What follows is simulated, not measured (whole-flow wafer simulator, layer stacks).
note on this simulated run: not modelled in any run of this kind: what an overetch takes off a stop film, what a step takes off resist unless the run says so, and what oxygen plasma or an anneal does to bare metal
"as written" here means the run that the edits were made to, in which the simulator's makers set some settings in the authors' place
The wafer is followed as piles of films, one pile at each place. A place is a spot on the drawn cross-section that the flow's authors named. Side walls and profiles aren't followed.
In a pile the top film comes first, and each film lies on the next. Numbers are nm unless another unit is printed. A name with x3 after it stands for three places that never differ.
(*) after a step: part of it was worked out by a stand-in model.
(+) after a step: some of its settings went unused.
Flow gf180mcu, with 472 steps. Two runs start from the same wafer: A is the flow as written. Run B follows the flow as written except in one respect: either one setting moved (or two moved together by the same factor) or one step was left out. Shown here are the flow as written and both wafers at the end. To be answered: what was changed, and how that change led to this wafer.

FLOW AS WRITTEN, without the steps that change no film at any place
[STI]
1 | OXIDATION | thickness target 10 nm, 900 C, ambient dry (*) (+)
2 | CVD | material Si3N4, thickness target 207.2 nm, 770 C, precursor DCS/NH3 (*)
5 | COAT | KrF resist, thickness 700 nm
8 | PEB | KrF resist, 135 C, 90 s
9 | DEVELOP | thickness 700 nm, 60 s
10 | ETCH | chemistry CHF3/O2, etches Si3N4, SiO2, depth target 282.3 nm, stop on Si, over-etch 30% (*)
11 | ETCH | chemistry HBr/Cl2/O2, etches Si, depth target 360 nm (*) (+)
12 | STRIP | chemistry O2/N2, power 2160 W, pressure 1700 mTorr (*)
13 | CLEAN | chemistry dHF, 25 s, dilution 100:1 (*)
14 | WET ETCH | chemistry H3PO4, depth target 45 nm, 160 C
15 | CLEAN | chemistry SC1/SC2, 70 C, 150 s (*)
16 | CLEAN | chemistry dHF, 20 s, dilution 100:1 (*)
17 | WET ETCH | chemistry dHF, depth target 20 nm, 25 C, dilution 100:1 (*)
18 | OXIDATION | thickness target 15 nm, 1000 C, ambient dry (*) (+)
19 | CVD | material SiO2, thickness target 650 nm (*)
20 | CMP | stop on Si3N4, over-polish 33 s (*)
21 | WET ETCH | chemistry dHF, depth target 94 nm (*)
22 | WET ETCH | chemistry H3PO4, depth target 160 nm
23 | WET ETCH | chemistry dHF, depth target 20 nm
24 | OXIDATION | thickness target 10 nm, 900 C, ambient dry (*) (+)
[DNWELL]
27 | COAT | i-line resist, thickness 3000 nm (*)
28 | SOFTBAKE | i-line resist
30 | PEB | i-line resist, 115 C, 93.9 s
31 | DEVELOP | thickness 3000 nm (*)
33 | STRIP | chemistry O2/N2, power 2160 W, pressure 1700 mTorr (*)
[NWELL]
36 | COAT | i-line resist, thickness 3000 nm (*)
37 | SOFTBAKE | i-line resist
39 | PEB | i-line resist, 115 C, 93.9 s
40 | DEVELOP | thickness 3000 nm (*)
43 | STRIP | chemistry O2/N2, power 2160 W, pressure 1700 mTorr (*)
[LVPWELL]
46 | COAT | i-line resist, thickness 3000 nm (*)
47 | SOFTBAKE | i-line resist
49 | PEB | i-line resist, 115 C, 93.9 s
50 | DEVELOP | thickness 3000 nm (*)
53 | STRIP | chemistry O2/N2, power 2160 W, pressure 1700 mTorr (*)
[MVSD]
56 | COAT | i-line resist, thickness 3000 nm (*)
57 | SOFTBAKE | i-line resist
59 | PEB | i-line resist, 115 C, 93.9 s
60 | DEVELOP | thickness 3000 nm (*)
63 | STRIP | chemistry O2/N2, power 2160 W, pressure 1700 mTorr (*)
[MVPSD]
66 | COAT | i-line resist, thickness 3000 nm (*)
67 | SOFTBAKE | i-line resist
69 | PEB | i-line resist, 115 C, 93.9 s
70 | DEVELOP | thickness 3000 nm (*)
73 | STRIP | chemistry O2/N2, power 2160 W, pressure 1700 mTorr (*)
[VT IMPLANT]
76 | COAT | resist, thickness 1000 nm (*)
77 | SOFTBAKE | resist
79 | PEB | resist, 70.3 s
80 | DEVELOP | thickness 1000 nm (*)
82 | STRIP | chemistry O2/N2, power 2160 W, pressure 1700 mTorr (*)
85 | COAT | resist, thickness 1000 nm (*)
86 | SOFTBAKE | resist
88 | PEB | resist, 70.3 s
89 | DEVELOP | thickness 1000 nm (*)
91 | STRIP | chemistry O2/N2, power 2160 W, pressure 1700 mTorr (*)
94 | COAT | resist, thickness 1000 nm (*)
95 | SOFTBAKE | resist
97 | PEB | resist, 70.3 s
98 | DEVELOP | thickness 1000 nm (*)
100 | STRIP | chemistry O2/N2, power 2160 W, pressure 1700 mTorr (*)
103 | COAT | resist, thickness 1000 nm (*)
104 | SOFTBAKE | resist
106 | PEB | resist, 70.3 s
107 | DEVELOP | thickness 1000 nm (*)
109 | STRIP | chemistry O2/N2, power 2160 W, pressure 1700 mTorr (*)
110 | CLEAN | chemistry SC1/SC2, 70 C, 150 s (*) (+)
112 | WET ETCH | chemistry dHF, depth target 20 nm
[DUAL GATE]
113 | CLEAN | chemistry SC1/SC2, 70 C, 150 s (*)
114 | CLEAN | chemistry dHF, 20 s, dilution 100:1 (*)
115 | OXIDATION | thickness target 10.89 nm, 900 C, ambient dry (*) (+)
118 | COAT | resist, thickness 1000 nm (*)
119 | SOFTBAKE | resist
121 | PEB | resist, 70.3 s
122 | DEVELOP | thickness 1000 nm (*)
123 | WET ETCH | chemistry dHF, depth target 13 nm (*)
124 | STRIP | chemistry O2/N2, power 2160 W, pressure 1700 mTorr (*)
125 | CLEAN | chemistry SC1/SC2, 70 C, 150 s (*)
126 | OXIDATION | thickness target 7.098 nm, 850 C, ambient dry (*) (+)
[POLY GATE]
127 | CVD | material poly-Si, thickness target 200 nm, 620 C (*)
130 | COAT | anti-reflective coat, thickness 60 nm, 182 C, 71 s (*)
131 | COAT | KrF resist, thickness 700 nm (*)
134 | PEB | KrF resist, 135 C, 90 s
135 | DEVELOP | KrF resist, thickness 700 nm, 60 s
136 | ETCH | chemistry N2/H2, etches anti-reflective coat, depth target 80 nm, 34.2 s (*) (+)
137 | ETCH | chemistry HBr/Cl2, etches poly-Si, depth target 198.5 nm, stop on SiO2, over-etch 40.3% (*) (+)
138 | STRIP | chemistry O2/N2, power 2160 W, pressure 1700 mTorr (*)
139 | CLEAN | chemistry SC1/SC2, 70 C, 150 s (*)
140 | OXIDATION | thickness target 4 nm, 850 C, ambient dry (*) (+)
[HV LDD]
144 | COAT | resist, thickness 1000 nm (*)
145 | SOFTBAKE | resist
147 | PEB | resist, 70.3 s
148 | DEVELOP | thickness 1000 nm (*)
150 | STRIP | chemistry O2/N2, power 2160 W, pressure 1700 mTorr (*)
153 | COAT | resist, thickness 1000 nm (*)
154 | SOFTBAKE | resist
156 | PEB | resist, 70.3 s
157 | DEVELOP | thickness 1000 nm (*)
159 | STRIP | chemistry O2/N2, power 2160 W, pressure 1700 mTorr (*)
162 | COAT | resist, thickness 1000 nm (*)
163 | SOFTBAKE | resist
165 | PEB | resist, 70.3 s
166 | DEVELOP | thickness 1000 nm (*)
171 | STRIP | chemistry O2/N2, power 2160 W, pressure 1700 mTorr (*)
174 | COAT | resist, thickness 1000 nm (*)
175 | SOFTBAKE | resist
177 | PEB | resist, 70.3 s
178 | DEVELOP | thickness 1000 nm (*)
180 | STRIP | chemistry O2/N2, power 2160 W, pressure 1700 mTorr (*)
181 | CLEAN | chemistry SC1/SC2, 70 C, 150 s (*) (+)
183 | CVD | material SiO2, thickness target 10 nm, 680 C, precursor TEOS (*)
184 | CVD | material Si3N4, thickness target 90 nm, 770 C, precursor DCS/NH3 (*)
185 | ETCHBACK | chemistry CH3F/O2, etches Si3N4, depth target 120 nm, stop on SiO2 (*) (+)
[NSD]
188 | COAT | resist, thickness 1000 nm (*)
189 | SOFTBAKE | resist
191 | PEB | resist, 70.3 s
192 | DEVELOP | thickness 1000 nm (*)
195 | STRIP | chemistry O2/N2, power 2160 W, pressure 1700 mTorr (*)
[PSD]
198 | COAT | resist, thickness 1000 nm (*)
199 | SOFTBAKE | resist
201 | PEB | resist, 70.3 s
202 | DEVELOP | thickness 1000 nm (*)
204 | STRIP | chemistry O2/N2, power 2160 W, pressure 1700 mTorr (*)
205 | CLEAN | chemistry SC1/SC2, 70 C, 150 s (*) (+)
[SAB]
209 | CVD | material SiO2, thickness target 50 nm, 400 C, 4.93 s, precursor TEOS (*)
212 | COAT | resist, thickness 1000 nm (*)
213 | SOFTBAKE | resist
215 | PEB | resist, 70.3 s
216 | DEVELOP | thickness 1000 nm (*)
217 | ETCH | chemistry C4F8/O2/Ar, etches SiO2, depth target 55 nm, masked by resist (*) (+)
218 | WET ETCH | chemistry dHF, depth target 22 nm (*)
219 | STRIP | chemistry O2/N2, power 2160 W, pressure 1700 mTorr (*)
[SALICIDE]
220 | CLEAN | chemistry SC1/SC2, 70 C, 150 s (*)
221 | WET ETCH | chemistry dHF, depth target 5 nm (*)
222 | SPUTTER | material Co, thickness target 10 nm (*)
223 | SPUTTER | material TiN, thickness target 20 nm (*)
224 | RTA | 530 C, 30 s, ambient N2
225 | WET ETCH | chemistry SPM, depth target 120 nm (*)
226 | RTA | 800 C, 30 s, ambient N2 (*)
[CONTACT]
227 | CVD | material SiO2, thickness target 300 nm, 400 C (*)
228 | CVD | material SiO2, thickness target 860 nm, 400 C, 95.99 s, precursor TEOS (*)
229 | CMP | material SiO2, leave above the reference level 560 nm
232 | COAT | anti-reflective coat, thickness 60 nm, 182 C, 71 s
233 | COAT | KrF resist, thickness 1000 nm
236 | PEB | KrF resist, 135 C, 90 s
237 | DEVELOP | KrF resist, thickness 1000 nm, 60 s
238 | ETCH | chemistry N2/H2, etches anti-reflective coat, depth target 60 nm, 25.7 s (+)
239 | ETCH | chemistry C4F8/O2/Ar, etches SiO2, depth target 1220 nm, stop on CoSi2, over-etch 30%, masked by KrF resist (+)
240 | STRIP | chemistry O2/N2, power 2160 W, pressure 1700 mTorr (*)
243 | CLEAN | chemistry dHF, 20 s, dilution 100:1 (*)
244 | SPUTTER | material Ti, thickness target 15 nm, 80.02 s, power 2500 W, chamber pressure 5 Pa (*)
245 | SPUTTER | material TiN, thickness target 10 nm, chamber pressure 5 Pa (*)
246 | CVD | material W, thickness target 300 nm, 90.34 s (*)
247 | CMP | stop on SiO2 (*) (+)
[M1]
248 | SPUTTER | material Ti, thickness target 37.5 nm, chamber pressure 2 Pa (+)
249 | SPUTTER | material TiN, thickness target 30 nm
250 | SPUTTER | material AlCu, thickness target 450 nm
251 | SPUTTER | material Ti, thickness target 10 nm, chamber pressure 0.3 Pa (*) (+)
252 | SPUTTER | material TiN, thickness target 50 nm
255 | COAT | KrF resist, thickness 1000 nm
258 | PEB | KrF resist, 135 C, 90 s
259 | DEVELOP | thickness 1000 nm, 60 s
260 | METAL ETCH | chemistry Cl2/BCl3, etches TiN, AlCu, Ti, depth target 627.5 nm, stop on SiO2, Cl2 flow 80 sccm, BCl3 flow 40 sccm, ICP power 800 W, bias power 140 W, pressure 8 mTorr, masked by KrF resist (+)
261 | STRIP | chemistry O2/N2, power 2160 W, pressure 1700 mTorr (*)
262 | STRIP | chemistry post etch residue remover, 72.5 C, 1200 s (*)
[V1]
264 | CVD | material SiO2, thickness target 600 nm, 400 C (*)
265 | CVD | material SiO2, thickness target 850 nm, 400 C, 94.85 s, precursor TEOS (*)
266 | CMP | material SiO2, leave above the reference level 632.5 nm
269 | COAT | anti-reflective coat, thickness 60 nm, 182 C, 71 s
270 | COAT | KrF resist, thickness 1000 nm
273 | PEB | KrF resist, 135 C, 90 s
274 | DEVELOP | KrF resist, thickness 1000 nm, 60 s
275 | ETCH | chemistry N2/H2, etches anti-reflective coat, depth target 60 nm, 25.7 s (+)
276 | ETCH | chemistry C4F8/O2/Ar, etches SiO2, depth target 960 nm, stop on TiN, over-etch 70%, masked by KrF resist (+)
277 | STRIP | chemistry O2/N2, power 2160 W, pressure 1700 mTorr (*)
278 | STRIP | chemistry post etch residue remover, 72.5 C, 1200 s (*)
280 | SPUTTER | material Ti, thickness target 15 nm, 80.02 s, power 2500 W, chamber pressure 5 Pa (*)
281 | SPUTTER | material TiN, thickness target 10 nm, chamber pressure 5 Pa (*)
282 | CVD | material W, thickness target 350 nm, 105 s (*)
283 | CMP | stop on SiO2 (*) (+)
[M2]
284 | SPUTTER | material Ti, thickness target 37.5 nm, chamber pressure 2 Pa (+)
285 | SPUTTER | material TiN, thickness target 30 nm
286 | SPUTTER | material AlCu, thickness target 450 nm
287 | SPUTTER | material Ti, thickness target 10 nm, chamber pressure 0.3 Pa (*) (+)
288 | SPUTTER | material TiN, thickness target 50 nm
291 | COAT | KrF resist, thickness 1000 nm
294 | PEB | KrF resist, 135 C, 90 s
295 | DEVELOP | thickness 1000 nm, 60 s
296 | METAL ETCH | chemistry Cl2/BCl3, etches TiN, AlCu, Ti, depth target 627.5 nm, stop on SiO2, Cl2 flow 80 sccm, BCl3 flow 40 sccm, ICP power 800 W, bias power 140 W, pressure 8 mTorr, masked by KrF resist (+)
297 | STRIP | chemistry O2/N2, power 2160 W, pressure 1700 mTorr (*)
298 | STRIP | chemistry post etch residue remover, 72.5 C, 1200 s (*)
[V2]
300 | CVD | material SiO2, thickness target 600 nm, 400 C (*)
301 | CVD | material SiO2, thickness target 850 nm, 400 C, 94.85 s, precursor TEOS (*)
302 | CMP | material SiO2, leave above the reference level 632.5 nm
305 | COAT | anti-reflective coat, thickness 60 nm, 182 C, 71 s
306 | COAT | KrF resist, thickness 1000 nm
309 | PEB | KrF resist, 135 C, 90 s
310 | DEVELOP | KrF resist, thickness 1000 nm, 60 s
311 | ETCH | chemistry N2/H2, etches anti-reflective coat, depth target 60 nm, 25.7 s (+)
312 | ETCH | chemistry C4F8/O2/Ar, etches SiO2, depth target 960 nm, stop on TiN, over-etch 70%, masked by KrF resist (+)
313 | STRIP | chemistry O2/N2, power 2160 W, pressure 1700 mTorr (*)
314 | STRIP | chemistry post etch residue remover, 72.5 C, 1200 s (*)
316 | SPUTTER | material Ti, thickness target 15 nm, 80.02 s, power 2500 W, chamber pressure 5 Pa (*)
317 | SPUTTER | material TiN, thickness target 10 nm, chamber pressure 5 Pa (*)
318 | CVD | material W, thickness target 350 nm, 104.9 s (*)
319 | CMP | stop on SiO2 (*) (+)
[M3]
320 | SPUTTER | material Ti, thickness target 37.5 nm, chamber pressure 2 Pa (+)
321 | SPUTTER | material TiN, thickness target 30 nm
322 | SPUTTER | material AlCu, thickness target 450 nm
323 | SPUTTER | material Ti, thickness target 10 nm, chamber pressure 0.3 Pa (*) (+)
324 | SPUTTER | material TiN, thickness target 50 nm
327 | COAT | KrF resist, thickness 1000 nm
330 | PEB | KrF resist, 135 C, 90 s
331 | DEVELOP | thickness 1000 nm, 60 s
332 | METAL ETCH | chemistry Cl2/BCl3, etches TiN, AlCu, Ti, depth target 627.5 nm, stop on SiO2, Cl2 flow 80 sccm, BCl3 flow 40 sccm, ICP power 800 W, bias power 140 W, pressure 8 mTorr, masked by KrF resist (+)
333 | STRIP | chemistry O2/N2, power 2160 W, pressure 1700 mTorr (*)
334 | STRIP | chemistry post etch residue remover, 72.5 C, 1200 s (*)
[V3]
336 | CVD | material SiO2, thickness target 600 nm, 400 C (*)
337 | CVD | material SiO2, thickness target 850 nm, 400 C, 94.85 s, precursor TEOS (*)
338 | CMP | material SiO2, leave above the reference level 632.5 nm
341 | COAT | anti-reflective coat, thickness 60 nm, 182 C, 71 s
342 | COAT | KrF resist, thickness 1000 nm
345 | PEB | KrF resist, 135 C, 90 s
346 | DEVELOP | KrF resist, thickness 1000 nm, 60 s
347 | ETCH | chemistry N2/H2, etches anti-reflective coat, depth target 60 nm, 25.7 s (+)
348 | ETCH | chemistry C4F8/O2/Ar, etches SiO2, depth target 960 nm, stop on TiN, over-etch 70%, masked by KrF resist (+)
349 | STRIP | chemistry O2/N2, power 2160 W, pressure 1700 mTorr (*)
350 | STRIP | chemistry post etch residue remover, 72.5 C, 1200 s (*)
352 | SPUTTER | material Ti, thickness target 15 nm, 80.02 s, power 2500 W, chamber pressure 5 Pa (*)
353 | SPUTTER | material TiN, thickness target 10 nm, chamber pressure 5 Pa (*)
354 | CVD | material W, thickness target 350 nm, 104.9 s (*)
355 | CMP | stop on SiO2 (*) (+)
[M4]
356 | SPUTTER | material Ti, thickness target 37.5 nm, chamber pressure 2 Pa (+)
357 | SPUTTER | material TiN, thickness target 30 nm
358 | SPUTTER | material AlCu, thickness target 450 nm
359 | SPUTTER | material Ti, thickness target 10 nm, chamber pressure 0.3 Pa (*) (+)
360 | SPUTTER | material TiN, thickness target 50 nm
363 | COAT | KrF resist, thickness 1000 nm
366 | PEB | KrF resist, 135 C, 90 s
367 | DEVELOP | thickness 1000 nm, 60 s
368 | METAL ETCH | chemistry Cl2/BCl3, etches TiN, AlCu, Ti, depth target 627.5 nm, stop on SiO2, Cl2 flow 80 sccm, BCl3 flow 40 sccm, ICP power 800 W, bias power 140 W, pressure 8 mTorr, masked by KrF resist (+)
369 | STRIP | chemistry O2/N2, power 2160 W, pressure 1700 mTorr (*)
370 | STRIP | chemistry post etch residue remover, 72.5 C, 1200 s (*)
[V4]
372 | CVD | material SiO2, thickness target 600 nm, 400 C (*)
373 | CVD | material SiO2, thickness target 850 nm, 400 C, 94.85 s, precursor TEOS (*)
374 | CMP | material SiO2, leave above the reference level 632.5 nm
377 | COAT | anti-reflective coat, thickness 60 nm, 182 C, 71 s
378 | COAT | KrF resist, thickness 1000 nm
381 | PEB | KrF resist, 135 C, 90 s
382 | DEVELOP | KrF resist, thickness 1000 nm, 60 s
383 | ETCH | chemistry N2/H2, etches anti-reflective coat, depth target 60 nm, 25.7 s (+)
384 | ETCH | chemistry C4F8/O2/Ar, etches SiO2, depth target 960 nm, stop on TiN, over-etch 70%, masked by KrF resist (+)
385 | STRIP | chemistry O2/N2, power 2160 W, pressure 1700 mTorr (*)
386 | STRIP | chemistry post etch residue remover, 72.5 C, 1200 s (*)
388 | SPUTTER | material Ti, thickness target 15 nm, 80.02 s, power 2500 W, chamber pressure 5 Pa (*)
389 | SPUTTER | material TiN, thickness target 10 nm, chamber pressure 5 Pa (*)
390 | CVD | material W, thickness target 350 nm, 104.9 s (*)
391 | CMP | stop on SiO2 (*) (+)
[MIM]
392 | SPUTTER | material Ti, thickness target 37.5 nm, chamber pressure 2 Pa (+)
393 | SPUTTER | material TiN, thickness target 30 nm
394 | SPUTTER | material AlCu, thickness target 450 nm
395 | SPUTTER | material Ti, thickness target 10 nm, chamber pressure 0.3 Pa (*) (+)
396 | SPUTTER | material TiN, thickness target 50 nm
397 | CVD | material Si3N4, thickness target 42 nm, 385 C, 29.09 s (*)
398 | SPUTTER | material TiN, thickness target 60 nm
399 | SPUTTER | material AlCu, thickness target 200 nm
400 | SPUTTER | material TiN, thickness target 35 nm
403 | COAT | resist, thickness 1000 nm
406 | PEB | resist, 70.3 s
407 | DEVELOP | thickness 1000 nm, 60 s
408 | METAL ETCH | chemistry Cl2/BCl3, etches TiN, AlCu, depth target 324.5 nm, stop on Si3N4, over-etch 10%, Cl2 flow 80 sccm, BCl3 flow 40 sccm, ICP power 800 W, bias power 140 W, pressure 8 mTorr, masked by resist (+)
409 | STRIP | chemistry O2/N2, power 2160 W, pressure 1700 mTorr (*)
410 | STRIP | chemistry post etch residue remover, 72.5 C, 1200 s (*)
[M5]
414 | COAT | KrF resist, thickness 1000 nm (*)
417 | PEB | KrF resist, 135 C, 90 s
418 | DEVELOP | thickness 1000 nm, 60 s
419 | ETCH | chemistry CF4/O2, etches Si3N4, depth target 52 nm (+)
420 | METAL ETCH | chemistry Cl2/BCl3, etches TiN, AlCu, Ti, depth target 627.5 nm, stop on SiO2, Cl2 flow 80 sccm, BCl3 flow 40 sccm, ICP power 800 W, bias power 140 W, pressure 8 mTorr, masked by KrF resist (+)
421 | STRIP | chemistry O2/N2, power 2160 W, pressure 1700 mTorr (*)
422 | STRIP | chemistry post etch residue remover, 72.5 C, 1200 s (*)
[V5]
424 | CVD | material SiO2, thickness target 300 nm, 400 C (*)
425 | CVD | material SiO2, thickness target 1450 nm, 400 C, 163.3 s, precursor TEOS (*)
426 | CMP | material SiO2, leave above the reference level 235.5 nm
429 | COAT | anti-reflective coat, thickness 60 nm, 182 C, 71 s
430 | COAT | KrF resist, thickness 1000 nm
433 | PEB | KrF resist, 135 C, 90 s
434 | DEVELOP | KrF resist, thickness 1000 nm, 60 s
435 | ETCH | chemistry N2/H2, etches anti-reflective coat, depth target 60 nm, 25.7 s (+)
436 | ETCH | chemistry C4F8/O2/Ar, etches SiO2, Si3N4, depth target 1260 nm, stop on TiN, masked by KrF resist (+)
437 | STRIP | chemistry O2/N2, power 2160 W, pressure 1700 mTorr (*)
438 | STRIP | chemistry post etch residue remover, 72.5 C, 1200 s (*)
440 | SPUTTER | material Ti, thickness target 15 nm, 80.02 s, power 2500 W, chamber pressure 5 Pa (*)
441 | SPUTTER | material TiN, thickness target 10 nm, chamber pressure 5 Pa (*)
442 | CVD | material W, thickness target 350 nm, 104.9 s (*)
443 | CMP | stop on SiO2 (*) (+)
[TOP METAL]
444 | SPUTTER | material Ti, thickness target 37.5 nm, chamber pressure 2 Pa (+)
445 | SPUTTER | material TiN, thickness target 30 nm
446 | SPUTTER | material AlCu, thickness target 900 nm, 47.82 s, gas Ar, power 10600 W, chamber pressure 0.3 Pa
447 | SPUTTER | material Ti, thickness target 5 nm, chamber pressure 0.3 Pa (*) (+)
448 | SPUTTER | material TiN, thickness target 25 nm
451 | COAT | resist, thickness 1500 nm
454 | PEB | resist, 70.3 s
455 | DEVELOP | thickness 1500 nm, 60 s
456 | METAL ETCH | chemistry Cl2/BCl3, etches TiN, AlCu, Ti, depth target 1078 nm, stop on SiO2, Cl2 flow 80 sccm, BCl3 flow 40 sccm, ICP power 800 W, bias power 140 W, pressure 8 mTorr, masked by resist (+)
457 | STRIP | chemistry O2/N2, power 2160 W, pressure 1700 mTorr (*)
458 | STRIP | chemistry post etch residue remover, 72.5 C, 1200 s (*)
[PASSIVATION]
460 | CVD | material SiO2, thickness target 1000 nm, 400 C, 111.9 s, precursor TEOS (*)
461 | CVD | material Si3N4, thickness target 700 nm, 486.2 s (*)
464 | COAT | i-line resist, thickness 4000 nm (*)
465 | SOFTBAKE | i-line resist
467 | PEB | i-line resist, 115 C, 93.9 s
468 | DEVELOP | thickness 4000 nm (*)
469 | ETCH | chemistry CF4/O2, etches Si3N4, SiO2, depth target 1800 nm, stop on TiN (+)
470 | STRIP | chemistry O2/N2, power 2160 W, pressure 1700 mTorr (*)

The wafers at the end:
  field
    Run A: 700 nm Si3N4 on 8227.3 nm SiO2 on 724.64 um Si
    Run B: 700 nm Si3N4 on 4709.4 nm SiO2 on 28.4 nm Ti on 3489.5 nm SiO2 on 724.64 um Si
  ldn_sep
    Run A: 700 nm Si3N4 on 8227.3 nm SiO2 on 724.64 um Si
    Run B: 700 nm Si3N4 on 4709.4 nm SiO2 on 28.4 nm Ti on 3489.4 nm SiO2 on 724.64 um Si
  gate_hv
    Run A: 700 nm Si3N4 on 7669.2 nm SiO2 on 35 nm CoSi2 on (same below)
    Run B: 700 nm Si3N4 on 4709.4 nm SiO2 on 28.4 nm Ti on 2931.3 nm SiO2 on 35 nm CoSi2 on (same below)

What caused this: step 332, METAL ETCH: depth target 549.1 nm was run, while the flow as written has depth target 627.5 nm.

The path from the change to this, step by step:
  332 | METAL ETCH | chemistry Cl2/BCl3, etches TiN, AlCu, Ti, depth target 627.5 nm, stop on SiO2, Cl2 flow 80 sccm, BCl3 flow 40 sccm, ICP power 800 W, bias power 140 W, pressure 8 mTorr, masked by KrF resist (+)
      field, field__w1, field__w2 and 103 more: A TiN loses 50 (all of it), Ti loses 10 (all of it), AlCu loses 450 (all of it), TiN loses 30 (all of it), Ti loses 37.5 (all of it) | B TiN loses 50 (all of it), Ti loses 10 (all of it), AlCu loses 450 (all of it), TiN loses 30 (all of it), Ti loses 9.1
      field__w8, contact, m1, m1__w1, m1_nw: A KrF resist loses 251 | B KrF resist loses 219.6
  333 | STRIP | chemistry O2/N2, power 2160 W, pressure 1700 mTorr (*)
      field__w8, contact, m1, m1__w1, m1_nw: A KrF resist loses 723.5 (all of it) | B KrF resist loses 754.9 (all of it)
  336 | CVD | material SiO2, thickness target 600 nm, 400 C (*)
      field, field__w1, field__w2 and 103 more: A SiO2 gains 600 | B SiO2 gains 600 (new film)
  338 | CMP | material SiO2, leave above the reference level 632.5 nm
      field, field__w1, field__w2 and 103 more: A SiO2 loses 300 | B SiO2 loses 328.4
Taking metal films that touch as one body, field has 1 body; the flow as written gives 0 bodies.
Taking metal films that touch as one body, ldn_sep has 1 body; the flow as written gives 0 bodies.
Taking metal films that touch as one body, gate_hv has 2 bodies (between them, from the top down: SiO2 2931.3); the flow as written gives 1 body.
